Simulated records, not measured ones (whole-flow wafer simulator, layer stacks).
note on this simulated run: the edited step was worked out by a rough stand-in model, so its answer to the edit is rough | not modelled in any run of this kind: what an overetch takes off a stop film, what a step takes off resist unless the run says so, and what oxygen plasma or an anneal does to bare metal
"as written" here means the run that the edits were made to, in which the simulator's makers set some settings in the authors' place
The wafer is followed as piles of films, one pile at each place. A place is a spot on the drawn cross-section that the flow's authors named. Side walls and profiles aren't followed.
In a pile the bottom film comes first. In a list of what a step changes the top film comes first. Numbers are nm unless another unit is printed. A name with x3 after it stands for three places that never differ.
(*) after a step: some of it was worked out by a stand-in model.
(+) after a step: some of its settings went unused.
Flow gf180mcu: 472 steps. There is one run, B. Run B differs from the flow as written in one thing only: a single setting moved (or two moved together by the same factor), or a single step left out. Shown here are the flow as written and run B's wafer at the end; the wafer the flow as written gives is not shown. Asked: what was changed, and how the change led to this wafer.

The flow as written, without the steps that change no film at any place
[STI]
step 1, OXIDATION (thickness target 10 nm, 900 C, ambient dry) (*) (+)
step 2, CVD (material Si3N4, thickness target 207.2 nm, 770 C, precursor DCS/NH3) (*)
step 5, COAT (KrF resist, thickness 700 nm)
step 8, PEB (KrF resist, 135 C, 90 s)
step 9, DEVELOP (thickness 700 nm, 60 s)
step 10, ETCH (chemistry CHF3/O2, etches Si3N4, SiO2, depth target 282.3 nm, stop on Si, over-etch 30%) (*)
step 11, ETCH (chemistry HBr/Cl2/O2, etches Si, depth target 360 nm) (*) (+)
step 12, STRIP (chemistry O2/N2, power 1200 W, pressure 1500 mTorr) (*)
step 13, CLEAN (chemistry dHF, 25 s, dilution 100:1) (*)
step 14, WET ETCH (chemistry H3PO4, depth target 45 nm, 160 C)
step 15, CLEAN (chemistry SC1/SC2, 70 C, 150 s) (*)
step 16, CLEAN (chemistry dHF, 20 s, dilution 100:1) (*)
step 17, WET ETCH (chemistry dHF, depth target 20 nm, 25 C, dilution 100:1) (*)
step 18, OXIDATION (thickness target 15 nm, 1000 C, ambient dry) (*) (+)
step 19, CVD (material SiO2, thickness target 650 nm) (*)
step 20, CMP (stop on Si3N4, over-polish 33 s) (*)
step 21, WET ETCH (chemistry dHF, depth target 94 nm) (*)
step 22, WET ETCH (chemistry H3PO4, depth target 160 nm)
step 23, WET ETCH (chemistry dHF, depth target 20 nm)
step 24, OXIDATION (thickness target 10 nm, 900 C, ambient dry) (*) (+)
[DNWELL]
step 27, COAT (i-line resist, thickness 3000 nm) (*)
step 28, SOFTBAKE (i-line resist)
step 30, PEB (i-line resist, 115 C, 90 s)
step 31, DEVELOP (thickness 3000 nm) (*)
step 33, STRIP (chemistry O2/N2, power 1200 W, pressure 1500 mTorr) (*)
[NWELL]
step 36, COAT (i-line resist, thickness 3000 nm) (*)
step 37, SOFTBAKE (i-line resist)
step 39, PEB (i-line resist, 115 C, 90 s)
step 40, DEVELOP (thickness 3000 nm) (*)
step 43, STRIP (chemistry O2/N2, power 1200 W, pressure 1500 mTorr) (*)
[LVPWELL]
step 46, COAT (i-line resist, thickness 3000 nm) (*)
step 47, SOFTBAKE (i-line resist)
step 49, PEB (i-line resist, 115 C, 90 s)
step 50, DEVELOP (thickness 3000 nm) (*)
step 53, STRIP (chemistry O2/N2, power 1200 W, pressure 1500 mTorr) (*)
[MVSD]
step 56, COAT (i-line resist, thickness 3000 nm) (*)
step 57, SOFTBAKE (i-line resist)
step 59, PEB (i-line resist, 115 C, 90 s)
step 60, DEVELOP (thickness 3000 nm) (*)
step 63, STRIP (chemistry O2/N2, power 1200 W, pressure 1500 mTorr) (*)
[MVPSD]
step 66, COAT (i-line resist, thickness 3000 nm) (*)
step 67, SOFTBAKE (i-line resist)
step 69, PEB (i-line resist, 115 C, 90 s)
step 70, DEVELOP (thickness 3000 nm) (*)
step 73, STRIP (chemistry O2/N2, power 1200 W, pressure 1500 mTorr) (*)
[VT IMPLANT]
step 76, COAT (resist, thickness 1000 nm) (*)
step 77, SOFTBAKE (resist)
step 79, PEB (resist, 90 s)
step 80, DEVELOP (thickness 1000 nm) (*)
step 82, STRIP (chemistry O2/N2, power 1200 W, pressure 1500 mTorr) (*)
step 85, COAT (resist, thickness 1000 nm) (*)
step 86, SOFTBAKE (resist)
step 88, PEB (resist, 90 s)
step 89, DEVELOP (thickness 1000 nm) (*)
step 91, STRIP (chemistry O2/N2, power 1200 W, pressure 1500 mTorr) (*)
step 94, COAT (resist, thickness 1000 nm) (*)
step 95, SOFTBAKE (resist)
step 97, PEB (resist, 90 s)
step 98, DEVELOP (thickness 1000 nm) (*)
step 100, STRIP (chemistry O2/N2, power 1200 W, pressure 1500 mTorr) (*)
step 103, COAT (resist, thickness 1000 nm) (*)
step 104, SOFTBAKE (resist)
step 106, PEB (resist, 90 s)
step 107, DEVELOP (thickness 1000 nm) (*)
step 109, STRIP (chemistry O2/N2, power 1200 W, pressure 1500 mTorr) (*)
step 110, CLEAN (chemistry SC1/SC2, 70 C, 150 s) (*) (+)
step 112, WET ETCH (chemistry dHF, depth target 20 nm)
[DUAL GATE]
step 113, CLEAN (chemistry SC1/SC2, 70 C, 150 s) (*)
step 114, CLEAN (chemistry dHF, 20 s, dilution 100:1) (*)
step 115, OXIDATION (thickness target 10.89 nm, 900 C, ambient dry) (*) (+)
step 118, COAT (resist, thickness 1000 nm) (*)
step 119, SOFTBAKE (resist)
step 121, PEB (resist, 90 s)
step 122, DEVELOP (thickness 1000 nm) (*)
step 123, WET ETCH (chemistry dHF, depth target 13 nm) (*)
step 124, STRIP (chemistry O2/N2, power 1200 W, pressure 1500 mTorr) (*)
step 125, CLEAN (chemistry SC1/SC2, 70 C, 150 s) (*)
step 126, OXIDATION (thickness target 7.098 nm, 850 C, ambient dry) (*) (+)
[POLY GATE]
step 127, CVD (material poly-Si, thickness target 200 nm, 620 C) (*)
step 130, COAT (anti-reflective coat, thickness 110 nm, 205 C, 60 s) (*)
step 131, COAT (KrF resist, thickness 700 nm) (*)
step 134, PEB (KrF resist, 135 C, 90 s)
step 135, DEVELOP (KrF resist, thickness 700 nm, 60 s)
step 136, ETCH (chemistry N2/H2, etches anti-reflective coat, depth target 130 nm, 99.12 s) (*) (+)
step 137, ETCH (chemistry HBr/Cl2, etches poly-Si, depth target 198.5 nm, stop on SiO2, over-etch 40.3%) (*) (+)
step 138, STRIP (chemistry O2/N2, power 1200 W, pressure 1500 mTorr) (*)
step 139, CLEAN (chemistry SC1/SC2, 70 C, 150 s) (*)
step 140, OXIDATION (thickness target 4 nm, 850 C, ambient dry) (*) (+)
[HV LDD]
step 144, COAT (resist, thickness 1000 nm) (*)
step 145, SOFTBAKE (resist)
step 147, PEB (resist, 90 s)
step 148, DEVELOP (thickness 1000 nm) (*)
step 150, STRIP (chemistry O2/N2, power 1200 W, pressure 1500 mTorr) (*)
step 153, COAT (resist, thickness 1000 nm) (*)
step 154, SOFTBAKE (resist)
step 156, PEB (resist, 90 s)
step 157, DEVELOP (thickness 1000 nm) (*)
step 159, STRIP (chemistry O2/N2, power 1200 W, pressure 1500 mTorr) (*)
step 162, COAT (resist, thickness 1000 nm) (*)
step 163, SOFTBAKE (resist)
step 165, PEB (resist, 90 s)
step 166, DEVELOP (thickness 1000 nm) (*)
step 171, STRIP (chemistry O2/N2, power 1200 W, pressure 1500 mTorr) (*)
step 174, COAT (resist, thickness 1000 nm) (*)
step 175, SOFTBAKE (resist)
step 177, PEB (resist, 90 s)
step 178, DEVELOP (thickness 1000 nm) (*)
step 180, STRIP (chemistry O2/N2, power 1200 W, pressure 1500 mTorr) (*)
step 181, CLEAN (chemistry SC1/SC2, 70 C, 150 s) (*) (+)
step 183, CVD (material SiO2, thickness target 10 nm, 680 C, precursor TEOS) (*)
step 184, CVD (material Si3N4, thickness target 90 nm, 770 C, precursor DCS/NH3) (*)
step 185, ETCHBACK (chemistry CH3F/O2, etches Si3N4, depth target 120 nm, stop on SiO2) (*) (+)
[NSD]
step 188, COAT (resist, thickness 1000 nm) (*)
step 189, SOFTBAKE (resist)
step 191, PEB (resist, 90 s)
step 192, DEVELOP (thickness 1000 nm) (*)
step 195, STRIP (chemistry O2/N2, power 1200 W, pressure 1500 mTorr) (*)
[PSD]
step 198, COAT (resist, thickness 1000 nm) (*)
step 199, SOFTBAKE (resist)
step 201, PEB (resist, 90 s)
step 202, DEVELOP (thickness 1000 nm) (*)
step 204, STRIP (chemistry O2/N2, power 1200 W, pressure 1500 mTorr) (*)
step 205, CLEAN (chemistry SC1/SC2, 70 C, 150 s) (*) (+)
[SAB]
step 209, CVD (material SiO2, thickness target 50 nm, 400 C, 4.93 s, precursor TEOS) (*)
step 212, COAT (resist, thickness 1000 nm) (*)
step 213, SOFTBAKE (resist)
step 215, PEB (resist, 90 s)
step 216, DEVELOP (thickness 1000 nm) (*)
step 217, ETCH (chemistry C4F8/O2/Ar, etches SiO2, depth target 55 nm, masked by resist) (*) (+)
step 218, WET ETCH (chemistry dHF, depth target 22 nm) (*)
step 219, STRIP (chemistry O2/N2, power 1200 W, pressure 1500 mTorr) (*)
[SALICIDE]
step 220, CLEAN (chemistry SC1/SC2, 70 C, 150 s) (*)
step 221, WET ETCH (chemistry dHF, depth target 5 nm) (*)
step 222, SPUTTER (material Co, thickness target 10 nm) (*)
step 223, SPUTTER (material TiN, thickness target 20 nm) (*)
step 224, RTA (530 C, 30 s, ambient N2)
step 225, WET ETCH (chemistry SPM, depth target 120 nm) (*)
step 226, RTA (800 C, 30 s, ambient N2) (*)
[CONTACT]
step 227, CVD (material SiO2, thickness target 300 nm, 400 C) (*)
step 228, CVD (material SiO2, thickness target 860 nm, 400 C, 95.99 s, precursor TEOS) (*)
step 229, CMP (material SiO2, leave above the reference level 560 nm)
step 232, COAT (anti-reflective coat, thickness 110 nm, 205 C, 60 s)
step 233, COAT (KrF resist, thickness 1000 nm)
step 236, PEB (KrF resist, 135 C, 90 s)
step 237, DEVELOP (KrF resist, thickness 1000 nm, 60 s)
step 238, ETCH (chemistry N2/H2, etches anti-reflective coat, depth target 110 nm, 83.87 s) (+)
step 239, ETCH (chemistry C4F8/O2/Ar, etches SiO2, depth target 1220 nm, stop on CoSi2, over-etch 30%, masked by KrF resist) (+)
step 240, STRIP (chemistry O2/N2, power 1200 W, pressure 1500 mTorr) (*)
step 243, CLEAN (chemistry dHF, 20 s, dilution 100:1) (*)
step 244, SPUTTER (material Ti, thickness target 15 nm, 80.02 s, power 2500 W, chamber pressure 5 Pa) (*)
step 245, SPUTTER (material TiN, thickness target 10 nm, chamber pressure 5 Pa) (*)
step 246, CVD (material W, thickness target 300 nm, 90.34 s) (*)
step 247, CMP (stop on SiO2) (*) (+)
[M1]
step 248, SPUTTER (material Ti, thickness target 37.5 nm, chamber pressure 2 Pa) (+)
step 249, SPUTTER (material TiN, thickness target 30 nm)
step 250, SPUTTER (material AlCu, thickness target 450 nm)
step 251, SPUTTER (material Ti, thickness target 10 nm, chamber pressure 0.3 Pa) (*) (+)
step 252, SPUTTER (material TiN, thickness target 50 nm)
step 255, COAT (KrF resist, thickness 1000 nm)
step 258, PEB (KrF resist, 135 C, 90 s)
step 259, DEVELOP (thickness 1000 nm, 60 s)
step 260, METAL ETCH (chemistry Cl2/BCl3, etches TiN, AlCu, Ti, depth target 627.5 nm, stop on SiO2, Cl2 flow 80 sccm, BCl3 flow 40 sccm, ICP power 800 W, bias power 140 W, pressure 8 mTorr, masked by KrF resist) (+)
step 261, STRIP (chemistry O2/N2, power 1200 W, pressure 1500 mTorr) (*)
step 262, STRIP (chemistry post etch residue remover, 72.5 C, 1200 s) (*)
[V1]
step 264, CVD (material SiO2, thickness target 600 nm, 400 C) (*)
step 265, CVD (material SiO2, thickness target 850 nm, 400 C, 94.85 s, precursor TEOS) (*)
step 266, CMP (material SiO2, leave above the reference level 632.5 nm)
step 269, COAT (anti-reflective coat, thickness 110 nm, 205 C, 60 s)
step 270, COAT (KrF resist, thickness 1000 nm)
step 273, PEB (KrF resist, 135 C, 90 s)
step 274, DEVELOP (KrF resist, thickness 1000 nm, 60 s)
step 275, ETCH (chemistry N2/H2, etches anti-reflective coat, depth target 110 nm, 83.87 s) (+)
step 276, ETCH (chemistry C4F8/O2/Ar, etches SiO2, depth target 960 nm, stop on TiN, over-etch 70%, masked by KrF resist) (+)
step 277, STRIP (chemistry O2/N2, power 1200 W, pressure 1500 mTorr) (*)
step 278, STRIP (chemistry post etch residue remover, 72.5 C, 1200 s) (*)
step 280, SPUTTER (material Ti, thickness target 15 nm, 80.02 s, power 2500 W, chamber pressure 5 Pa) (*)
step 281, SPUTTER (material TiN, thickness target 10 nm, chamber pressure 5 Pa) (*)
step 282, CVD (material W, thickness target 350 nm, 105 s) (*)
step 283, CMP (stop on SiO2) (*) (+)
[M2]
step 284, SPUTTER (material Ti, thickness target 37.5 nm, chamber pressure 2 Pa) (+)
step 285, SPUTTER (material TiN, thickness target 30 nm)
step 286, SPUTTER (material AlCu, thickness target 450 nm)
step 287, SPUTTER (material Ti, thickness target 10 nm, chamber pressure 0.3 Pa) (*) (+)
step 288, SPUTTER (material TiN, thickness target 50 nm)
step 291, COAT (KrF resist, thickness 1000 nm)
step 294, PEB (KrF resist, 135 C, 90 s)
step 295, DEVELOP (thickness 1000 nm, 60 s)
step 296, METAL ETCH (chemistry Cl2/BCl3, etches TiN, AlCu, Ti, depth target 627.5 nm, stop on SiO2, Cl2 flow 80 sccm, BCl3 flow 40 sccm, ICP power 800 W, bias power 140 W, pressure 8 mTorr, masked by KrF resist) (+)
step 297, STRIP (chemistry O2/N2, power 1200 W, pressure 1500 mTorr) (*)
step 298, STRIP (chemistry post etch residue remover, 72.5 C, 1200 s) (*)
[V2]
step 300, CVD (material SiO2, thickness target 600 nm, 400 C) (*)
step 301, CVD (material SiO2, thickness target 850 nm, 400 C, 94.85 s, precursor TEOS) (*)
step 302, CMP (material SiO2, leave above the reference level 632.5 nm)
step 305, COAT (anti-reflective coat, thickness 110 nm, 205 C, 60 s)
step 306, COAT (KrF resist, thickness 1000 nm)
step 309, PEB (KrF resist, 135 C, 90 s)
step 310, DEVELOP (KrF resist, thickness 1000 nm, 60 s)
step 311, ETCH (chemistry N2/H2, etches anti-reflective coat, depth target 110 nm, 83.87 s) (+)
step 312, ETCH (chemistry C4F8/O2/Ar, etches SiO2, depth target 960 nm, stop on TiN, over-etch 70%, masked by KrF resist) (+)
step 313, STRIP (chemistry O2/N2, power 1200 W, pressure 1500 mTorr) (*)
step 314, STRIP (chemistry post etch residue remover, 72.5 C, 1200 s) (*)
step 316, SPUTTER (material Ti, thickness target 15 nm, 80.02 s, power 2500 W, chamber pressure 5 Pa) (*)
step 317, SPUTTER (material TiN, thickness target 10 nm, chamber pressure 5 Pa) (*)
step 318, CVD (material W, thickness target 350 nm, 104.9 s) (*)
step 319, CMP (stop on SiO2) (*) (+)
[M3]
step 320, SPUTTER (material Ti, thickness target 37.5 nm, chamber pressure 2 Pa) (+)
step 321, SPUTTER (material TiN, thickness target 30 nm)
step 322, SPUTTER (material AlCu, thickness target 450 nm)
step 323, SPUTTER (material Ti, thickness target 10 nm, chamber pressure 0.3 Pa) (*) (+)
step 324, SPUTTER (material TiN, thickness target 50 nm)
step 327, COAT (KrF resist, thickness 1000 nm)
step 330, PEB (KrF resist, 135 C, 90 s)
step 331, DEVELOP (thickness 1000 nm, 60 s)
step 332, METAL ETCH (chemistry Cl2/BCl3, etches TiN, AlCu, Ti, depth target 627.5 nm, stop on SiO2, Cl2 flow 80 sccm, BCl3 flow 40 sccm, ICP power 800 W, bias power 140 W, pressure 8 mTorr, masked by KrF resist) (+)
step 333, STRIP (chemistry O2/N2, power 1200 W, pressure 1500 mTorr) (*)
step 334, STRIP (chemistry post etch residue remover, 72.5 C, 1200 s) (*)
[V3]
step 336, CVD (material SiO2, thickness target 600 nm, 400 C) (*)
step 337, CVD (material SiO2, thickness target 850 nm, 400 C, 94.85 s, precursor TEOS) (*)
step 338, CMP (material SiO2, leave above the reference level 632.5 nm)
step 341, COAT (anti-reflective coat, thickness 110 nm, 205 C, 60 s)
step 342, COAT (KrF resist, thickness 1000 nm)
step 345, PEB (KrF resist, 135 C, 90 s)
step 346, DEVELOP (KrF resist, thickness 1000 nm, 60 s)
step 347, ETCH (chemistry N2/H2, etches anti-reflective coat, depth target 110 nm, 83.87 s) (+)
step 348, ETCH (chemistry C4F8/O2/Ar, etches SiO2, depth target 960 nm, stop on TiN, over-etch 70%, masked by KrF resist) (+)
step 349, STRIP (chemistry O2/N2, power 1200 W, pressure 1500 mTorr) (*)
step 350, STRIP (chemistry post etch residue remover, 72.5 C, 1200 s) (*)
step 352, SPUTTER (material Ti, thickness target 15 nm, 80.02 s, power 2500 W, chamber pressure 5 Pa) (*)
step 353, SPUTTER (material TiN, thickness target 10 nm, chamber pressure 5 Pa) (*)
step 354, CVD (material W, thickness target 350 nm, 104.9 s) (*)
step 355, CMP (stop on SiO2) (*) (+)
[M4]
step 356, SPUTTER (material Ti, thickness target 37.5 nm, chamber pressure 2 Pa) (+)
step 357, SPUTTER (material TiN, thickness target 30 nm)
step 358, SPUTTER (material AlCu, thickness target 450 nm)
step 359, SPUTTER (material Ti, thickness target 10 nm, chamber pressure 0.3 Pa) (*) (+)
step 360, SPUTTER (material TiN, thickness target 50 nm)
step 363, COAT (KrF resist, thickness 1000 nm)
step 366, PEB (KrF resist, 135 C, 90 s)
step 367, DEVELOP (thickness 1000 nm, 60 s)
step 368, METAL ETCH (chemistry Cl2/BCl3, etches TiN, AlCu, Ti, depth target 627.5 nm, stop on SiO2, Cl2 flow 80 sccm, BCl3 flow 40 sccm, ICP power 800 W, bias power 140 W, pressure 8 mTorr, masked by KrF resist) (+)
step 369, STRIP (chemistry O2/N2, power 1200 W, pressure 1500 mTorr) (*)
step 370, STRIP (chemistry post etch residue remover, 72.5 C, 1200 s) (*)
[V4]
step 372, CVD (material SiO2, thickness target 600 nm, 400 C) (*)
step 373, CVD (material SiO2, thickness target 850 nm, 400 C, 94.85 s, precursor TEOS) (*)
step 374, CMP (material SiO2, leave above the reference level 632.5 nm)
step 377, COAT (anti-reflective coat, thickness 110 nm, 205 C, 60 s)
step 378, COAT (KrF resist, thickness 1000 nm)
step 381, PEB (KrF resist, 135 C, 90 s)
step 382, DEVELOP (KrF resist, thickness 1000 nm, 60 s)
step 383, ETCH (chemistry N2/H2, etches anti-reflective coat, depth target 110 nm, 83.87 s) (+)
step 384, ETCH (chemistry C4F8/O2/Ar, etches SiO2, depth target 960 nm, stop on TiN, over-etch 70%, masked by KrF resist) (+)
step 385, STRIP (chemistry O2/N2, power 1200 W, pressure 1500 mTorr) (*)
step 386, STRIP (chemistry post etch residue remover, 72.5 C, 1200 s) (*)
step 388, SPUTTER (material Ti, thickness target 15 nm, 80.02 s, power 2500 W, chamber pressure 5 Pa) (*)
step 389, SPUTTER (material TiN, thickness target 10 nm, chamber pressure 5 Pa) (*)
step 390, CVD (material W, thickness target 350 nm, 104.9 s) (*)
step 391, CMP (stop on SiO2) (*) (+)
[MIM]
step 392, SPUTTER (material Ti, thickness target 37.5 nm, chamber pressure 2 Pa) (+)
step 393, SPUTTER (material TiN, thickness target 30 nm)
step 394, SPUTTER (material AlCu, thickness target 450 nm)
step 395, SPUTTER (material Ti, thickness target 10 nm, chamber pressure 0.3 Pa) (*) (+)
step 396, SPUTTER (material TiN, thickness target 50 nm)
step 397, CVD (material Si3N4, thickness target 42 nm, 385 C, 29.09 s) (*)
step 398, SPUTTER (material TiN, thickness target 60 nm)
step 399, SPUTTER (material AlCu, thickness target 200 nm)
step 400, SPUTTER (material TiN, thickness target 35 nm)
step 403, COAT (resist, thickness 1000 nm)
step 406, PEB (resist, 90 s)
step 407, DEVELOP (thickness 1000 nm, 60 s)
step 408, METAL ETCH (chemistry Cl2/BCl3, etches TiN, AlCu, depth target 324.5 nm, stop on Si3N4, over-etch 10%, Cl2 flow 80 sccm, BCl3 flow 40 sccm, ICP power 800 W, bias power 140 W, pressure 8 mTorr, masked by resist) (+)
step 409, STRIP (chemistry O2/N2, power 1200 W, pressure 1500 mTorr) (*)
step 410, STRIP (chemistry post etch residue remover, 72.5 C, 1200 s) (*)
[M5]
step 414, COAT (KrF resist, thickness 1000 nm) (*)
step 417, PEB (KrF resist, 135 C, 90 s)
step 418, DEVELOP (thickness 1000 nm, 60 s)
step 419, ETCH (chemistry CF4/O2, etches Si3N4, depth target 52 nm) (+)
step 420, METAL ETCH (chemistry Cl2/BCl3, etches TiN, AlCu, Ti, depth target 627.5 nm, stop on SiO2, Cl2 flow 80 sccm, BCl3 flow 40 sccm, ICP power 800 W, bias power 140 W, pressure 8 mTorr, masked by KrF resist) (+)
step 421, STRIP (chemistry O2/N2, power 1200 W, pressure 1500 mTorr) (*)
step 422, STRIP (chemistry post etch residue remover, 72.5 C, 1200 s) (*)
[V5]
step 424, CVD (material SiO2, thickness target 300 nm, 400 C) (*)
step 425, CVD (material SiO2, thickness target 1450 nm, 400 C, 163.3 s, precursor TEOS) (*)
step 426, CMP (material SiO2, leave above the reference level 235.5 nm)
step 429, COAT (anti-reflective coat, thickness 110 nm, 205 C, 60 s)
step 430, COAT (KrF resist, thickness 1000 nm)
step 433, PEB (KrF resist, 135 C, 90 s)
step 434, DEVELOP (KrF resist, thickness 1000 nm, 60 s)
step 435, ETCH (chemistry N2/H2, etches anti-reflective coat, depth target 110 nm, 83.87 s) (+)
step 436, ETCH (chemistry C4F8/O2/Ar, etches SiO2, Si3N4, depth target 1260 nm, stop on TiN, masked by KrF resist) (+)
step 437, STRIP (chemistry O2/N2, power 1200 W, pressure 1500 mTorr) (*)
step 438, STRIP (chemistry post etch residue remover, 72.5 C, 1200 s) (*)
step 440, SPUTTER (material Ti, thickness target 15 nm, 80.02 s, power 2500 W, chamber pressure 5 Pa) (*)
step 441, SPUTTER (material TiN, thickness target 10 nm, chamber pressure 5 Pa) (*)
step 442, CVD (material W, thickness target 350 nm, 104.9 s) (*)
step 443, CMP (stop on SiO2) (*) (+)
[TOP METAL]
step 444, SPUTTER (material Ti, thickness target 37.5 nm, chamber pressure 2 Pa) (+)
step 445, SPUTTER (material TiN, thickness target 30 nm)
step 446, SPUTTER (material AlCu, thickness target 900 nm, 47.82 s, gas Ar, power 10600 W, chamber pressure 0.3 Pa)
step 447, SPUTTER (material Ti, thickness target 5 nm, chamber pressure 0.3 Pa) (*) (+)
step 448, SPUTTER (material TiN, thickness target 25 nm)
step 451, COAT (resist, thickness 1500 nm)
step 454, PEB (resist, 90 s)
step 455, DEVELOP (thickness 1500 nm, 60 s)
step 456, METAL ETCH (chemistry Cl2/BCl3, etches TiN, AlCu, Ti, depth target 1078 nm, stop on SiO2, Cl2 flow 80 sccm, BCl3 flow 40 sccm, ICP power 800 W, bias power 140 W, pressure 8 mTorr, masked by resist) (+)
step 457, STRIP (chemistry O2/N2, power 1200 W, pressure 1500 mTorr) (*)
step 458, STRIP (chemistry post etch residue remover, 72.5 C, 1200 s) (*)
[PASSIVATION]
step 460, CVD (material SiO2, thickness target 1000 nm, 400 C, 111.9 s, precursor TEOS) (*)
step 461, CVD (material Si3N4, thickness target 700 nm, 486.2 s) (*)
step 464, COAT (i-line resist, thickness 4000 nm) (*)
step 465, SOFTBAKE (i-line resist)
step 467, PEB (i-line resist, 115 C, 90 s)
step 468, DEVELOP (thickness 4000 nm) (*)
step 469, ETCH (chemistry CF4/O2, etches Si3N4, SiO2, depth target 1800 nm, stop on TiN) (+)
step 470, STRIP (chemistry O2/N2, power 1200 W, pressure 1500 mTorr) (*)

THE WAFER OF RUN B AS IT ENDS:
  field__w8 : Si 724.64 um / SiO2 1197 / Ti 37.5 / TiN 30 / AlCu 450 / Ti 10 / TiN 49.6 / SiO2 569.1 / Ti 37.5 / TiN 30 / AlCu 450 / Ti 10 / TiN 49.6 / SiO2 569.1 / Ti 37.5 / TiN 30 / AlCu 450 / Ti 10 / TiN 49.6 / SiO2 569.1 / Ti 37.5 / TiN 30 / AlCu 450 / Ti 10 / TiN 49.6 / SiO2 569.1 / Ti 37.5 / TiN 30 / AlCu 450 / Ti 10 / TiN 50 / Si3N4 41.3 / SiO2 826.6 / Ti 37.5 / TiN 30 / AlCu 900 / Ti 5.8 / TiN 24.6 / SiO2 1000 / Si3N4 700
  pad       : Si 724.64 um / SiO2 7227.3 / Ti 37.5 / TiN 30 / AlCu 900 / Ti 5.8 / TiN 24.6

The reason: step 447, SPUTTER: thickness target 5.8 nm was run, whereas the flow has thickness target 5 nm.
The wafer itself shows it: field__w8 has Ti 5.8, and step 447 as written asks for 5 nm.

How this came from the change, step by step:
  step 447, SPUTTER (material Ti, thickness target 5 nm, chamber pressure 0.3 Pa) (*) (+)
      field, field__w1, field__w2 and 109 more: +5.8 Ti (new film) (in the flow as written it would be: +5 Ti (new film))
  step 456, METAL ETCH (chemistry Cl2/BCl3, etches TiN, AlCu, Ti, depth target 1078 nm, stop on SiO2, Cl2 flow 80 sccm, BCl3 flow 40 sccm, ICP power 800 W, bias power 140 W, pressure 8 mTorr, masked by resist) (+)
      field, field__w1, field__w2 and 103 more: -25 TiN (all of it), -5.8 Ti (all of it), -900 AlCu (all of it), -30 TiN (all of it), -37.5 Ti (all of it) (in the flow as written it would be: -25 TiN (all of it), -5 Ti (all of it), -900 AlCu (all of it), -30 TiN (all of it), -37.5 Ti (all of it))
